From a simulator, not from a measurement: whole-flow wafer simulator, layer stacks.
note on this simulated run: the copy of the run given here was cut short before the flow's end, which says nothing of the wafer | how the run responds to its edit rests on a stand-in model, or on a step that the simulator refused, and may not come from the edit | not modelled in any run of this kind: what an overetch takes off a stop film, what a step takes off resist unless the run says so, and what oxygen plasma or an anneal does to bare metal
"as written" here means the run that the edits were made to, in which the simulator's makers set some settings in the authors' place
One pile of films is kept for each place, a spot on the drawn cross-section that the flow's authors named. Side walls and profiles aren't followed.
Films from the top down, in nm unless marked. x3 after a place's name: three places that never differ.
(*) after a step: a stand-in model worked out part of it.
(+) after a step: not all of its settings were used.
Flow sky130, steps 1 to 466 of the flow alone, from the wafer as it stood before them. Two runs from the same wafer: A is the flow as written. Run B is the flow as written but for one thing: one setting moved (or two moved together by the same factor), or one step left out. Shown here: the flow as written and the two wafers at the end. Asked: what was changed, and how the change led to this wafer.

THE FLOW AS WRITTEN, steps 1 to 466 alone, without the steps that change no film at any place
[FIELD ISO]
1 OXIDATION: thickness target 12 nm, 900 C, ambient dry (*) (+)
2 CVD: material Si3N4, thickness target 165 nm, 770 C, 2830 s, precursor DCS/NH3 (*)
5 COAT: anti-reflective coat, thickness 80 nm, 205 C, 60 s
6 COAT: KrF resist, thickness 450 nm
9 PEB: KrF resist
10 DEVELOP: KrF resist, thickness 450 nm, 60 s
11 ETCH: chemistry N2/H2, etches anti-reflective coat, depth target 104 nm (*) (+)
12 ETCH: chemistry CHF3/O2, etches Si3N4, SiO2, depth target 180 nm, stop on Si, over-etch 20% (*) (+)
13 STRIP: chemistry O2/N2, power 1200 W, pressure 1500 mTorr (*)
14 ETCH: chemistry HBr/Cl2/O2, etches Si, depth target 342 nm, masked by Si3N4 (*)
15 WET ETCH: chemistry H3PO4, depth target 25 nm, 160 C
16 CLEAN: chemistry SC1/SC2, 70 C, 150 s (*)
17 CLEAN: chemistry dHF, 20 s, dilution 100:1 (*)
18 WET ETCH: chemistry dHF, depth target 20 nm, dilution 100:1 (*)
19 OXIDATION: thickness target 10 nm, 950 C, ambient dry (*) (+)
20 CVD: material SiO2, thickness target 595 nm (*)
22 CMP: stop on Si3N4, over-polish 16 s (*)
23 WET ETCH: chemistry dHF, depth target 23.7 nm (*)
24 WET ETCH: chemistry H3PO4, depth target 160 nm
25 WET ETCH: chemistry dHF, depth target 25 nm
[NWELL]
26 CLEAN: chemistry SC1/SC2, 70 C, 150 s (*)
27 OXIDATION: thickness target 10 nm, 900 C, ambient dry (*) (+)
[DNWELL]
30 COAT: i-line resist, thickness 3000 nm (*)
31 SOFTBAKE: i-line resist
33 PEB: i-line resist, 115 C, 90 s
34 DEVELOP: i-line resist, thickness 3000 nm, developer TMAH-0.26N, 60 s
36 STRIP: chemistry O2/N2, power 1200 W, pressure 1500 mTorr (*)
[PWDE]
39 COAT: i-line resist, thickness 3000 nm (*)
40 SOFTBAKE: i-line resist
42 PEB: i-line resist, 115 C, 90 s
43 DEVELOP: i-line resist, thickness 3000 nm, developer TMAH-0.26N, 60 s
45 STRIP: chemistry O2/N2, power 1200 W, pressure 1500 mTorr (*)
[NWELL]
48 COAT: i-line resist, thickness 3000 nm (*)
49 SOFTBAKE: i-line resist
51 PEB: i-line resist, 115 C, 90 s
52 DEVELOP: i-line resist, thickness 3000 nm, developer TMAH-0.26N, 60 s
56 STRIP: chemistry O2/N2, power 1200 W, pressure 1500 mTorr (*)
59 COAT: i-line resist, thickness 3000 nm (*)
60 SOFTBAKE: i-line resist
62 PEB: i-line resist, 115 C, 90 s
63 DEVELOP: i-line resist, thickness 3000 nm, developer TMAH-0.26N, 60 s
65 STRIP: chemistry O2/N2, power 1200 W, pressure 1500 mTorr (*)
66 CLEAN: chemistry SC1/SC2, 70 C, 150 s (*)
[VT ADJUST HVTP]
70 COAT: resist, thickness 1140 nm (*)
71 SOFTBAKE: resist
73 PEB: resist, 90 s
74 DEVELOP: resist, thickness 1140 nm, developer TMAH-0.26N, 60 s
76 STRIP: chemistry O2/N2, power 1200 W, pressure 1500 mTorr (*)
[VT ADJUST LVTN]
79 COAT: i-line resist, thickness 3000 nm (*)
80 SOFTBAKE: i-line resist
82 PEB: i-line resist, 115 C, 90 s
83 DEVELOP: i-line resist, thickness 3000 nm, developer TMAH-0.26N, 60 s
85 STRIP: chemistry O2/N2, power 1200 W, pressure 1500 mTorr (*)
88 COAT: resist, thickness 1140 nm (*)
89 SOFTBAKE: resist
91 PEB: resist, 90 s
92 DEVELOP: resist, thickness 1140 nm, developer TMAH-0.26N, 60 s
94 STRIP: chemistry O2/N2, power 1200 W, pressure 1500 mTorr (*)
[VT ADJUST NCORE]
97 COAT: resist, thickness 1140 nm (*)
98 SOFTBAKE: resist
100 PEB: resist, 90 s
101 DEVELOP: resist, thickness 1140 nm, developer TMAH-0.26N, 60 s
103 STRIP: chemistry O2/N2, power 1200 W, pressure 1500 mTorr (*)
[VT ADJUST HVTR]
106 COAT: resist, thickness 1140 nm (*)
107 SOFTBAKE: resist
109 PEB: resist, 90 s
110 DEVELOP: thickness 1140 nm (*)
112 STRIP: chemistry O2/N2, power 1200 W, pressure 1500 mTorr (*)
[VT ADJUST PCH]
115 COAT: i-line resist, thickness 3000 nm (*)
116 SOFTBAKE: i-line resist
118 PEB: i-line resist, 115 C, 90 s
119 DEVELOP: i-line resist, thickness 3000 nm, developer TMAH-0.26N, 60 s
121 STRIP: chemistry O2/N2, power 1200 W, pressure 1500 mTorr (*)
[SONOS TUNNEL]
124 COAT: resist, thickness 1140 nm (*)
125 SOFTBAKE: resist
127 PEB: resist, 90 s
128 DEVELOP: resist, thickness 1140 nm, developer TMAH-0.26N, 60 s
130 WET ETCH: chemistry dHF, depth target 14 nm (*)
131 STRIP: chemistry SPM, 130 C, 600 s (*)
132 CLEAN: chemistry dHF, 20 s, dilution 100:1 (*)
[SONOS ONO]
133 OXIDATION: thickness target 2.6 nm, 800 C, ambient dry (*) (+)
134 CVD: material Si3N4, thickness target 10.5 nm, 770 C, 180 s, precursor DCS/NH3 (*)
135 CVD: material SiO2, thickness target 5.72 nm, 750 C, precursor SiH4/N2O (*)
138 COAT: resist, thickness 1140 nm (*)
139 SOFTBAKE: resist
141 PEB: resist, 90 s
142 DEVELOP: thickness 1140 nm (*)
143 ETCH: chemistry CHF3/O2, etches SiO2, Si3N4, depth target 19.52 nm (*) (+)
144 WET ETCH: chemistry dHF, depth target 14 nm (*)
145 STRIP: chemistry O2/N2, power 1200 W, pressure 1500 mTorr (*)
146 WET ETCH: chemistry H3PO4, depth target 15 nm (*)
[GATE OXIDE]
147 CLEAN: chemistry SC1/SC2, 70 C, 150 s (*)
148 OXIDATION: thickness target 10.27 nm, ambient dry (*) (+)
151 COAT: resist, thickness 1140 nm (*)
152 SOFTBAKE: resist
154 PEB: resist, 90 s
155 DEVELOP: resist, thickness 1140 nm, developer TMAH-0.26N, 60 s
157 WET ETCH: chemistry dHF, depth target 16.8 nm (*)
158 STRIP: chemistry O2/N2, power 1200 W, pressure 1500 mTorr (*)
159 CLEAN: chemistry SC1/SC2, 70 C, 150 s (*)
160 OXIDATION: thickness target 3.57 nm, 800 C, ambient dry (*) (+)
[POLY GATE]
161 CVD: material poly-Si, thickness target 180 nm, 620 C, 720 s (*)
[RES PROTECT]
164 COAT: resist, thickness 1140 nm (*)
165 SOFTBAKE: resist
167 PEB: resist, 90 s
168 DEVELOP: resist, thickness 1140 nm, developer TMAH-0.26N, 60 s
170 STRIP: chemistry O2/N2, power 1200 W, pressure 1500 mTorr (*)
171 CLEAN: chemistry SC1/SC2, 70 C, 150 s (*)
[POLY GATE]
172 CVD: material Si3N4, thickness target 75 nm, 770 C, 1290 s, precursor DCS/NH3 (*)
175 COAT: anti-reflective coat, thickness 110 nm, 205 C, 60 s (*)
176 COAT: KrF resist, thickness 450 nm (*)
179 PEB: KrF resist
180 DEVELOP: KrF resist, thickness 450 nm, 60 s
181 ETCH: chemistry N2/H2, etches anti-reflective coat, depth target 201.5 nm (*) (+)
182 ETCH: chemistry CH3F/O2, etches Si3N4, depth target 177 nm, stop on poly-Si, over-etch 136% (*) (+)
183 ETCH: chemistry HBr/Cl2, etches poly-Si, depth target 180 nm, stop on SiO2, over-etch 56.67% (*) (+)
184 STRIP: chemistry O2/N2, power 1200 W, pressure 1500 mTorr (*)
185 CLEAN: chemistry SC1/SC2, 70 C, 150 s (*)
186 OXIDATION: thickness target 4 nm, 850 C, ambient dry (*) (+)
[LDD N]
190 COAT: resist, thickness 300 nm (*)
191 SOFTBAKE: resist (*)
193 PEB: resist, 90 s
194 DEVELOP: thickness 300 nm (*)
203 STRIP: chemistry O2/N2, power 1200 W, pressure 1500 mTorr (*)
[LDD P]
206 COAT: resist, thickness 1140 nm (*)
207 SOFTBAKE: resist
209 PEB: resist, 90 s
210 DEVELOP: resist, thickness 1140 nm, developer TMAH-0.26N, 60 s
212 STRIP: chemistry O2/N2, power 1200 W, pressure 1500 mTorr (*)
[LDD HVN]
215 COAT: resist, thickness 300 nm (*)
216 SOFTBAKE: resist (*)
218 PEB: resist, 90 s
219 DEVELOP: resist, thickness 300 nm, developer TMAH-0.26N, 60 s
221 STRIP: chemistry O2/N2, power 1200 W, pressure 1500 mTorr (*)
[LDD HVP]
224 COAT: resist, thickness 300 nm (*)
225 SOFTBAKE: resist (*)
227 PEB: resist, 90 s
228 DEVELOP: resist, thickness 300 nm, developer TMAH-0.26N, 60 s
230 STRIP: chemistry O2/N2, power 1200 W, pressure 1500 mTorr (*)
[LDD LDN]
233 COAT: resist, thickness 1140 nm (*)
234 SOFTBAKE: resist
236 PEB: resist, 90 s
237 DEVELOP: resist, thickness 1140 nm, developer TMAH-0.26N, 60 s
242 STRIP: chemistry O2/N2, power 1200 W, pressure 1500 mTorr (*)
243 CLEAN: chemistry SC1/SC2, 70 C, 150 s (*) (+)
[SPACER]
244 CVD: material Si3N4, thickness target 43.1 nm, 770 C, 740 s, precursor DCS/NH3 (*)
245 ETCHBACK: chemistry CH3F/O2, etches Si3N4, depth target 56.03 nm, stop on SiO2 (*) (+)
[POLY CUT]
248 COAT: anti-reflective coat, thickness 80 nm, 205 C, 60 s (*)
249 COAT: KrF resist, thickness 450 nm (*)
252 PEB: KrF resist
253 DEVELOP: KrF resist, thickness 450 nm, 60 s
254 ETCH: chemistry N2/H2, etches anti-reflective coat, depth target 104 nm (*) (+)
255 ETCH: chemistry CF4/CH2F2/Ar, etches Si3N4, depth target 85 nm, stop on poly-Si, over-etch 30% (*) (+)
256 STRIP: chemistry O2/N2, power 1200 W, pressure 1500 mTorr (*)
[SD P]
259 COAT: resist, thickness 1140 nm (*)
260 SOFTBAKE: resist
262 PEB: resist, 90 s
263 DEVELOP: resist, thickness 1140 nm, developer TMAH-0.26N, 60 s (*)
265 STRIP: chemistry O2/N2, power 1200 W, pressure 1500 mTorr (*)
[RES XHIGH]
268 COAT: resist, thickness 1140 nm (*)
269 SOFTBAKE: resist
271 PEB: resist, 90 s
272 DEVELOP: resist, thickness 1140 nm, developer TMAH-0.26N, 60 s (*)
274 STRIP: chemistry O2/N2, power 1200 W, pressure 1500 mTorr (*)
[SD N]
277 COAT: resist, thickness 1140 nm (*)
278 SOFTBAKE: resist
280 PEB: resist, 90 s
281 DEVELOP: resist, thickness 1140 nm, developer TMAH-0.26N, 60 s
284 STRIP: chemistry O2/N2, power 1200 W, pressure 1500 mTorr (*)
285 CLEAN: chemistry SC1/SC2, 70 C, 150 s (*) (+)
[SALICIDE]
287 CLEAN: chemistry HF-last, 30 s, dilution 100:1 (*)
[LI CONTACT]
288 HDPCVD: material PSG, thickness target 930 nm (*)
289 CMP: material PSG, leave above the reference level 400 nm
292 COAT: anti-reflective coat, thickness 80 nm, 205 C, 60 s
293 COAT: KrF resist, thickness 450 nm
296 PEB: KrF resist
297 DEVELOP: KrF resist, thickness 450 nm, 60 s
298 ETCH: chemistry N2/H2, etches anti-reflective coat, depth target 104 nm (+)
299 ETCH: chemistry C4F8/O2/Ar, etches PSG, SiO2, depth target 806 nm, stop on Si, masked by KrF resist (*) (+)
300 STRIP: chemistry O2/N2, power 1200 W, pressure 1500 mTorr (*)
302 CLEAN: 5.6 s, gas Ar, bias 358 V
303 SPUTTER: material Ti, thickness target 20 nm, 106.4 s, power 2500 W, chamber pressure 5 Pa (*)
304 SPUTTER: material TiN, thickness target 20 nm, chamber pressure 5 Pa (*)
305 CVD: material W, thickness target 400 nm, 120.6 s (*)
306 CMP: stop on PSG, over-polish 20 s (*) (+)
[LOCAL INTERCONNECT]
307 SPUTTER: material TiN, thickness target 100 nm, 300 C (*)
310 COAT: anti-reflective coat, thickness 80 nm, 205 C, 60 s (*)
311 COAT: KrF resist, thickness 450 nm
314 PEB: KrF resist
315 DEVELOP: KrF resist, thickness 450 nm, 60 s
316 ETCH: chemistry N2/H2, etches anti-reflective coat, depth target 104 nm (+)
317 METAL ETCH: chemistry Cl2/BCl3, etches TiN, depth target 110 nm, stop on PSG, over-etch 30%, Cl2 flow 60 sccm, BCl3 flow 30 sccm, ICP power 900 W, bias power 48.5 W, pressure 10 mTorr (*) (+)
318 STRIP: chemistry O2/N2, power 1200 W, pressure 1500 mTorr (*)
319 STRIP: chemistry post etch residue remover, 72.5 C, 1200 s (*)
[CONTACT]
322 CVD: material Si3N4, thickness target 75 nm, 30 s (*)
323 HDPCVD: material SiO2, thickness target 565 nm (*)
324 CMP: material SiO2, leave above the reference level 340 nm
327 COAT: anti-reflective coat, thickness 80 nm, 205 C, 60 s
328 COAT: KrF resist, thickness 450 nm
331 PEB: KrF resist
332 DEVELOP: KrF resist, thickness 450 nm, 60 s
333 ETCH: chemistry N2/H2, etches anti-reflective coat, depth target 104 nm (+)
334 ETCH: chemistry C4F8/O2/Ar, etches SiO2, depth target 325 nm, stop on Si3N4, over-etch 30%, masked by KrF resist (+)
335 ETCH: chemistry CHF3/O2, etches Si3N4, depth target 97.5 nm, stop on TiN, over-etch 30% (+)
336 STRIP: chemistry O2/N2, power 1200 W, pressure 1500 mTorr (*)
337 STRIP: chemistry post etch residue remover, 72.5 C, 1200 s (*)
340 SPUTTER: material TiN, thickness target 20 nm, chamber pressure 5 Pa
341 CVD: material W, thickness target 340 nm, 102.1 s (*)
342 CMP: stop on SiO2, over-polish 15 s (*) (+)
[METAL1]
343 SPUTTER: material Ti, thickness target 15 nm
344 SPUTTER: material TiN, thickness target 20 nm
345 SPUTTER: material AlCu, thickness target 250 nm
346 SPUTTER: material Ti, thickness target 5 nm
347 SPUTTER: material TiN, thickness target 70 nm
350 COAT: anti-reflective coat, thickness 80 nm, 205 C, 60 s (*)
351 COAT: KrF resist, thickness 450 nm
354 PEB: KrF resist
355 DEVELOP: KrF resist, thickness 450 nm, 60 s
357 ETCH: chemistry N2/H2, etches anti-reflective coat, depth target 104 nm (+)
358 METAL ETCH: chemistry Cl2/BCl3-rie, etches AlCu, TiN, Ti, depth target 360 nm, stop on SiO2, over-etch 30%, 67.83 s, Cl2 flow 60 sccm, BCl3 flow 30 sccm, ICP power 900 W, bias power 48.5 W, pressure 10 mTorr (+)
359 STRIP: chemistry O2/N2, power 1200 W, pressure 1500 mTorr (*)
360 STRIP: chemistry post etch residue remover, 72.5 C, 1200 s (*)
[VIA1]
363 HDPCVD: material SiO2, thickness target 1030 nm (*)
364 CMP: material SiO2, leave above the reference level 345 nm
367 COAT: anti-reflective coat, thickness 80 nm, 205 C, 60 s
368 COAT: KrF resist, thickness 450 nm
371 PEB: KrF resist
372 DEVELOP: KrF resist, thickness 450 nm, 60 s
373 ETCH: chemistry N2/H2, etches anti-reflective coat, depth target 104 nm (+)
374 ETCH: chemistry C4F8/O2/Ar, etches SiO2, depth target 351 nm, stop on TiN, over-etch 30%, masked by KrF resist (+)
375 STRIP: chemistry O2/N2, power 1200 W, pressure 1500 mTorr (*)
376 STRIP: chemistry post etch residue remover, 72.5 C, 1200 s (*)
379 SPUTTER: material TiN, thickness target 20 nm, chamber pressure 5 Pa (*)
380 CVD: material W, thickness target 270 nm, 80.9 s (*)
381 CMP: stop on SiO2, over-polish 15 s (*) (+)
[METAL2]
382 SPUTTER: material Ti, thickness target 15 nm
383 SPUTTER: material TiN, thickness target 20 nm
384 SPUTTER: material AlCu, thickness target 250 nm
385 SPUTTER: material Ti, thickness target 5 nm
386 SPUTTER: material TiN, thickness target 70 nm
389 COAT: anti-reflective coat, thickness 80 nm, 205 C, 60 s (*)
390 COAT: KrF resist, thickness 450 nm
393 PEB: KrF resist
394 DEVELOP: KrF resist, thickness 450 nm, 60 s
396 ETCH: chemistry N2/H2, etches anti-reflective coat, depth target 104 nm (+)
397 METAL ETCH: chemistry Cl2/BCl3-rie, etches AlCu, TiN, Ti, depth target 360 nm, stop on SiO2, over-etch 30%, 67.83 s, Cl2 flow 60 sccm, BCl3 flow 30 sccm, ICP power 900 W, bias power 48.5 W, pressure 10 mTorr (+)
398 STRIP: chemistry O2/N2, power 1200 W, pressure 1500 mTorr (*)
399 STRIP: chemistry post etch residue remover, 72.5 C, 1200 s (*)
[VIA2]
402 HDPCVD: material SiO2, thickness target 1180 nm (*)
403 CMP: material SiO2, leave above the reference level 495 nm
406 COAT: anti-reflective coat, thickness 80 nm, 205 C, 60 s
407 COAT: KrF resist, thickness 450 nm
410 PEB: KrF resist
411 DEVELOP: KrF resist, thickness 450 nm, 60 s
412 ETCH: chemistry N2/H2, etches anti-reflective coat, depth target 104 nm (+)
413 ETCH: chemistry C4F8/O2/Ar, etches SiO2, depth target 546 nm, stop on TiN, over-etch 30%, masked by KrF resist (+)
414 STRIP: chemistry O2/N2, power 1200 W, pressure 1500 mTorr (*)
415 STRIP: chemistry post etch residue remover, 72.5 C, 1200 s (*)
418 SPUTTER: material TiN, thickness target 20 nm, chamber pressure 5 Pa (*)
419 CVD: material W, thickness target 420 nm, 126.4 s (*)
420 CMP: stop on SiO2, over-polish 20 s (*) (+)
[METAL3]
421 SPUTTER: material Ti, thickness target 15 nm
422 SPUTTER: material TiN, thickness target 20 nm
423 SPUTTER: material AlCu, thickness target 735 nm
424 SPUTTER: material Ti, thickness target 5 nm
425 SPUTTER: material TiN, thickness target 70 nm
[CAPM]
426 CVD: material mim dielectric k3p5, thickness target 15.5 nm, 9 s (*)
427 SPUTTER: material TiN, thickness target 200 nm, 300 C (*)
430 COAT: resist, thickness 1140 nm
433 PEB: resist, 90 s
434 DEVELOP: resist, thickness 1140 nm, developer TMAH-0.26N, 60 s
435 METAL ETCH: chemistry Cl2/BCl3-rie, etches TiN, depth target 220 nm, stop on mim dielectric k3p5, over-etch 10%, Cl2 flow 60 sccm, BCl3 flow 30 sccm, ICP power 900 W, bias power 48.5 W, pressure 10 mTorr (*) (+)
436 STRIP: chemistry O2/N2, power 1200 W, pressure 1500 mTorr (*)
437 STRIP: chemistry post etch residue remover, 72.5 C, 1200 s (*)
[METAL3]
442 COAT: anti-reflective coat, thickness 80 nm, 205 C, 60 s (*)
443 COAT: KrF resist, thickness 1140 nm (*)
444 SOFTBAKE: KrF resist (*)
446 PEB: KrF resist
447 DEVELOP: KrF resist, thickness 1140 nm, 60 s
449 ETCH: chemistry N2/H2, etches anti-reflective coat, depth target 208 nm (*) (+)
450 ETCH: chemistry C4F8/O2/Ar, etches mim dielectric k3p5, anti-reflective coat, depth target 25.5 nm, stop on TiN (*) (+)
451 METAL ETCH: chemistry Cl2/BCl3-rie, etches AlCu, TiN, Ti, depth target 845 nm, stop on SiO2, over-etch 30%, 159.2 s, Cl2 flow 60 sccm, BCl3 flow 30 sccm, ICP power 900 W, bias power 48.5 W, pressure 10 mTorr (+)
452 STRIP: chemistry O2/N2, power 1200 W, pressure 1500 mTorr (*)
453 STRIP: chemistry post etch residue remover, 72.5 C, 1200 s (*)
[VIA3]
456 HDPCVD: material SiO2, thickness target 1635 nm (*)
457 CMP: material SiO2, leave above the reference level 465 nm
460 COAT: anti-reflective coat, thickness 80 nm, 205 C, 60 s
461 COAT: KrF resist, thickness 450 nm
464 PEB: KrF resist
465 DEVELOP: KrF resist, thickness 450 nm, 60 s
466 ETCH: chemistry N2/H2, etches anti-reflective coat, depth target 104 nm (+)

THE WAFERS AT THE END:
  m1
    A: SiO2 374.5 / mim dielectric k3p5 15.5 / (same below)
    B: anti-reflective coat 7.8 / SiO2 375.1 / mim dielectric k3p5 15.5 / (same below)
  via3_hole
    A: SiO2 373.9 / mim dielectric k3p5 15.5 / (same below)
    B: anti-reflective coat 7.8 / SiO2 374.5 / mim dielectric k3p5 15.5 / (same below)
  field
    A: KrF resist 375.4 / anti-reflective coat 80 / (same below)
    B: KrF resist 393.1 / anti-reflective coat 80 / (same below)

The cause: step 466, ETCH: depth target 72.2 nm was run, where the flow has depth target 104 nm.

How the change led to this, step by step:
  466 ETCH: chemistry N2/H2, etches anti-reflective coat, depth target 104 nm (+)
      m1, via3_hole: A anti-reflective coat -80 (all of it), SiO2 -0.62 | B anti-reflective coat -72.2
      field, active, n_well and 187 more: A KrF resist -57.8 | B KrF resist -40.1
